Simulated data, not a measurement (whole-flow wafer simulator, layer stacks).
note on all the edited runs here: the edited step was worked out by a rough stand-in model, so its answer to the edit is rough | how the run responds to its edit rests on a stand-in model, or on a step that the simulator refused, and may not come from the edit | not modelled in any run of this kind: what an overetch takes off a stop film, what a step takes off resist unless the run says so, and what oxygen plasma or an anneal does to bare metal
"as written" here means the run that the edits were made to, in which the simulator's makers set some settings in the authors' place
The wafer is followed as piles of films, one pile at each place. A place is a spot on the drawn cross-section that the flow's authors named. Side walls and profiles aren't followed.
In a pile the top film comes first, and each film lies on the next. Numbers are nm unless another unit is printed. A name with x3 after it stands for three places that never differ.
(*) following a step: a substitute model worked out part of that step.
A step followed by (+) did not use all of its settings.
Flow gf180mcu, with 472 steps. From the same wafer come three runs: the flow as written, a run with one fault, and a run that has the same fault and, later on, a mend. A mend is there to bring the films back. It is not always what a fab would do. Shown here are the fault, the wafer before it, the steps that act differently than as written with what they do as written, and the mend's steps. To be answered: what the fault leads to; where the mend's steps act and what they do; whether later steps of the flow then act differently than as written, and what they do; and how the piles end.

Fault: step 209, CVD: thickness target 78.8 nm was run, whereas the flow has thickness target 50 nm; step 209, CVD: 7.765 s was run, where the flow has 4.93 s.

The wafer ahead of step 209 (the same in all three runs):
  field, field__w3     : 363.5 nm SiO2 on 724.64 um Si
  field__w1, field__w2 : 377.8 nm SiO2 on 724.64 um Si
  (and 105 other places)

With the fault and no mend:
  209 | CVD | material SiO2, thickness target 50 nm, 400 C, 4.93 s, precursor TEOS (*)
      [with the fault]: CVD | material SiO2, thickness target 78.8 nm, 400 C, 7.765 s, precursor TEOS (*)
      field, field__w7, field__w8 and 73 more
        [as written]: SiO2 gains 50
        [with the fault]: SiO2 gains 77.7
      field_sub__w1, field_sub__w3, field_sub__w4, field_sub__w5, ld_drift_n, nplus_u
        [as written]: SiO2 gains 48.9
        [with the fault]: SiO2 gains 76
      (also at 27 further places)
  Later steps of the flow acting differently than as written (9 more steps, not shown, differ only slightly: by at most 2% or 0.5 nm, whichever is larger):
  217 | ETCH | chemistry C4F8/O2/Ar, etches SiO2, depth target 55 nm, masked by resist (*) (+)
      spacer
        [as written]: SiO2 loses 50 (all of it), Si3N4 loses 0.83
        [with the fault]: SiO2 loses 55
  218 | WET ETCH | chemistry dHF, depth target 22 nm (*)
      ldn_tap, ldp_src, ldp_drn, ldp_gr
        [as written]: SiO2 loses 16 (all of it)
        [with the fault]: SiO2 loses 40.6
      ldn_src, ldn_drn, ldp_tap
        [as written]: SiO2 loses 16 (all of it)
        [with the fault]: SiO2 loses 40.7
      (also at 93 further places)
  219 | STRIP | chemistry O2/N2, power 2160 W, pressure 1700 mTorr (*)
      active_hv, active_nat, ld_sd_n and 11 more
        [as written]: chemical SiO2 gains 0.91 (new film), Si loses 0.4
        [with the fault]: nothing
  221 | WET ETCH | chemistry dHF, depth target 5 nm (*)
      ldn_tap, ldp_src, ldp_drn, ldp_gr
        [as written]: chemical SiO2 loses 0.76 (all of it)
        [with the fault]: SiO2 loses 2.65 (all of it)
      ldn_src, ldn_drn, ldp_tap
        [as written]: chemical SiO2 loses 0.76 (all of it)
        [with the fault]: SiO2 loses 2.64 (all of it)
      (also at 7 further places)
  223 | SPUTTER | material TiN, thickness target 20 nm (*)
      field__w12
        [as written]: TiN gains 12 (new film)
        [with the fault]: TiN gains 12.7 (new film)
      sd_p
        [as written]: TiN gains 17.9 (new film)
        [with the fault]: TiN gains 17 (new film)
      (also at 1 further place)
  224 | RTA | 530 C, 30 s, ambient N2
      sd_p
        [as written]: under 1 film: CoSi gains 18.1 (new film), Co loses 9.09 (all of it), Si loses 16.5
        [with the fault]: under 1 film: CoSi gains 17.3 (new film), Co loses 8.68 (all of it), Si loses 15.7
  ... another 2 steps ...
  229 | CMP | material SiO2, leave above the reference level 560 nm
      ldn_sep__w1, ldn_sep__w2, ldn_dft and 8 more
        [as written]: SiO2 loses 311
        [with the fault]: SiO2 loses 321.5
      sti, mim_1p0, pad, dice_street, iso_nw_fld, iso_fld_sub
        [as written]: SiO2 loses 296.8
        [with the fault]: SiO2 loses 307.3
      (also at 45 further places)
  The piles end different from the flow's at sd_p by more than 2% or 0.5 nm, whichever is larger.
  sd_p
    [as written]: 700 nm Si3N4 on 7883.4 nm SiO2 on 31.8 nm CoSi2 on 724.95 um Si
    [with the fault]: 700 nm Si3N4 on 7883.3 nm SiO2 on 30.3 nm CoSi2 on 724.95 um Si

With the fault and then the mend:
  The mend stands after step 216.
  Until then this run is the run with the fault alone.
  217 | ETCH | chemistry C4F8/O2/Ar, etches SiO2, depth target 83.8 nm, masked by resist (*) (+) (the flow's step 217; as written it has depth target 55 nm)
      field, field__w1, field__w2 and 96 more
        SiO2 loses 83.8
      field__w5, field__w9, field__w13 and 8 more
        resist loses 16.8
      spacer
        SiO2 loses 77.7 (all of it), Si3N4 loses 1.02
  Later steps of the flow acting differently than as written (3 more steps, not shown, differ only slightly: by at most 2% or 0.5 nm, whichever is larger):
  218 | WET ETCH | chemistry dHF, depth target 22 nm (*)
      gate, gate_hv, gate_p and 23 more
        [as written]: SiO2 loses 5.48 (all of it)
        [with the mend]: SiO2 loses 4.34 (all of it)
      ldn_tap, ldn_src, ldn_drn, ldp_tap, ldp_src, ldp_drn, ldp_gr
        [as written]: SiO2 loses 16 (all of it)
        [with the mend]: SiO2 loses 14.8 (all of it)
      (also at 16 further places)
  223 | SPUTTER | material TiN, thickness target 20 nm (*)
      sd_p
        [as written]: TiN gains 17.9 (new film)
        [with the mend]: TiN gains 17 (new film)
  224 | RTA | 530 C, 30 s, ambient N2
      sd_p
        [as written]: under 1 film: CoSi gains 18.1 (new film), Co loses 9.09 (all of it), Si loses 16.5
        [with the mend]: under 1 film: CoSi gains 17.3 (new film), Co loses 8.68 (all of it), Si loses 15.7
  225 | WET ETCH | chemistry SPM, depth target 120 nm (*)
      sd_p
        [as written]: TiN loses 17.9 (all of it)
        [with the mend]: TiN loses 17 (all of it)
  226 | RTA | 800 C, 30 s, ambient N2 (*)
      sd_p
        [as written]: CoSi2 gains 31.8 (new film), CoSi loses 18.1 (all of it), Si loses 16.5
        [with the mend]: CoSi2 gains 30.3 (new film), CoSi loses 17.3 (all of it), Si loses 15.7
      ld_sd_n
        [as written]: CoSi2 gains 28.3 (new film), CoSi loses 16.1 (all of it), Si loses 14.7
        [with the mend]: CoSi2 gains 28.9 (new film), CoSi loses 16.4 (all of it), Si loses 15
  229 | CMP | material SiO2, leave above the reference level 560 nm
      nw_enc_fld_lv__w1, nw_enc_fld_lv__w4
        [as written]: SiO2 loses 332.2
        [with the mend]: SiO2 loses 358.9
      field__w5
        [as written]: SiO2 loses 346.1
        [with the mend]: SiO2 loses 375.5
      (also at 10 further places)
  The piles end different from the flow's at sd_p, ld_sd_n by more than 2% or 0.5 nm, whichever is larger.
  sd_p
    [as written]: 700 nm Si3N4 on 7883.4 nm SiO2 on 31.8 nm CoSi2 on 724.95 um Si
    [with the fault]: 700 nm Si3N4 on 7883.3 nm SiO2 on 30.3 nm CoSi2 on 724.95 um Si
    [with the mend]: 700 nm Si3N4 on 7883.3 nm SiO2 on 30.3 nm CoSi2 on 724.95 um Si
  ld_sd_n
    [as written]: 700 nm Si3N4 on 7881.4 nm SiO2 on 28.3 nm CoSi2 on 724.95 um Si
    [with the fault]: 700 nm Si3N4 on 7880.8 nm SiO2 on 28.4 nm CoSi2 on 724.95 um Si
    [with the mend]: 700 nm Si3N4 on 7881.4 nm SiO2 on 28.9 nm CoSi2 on 724.95 um Si
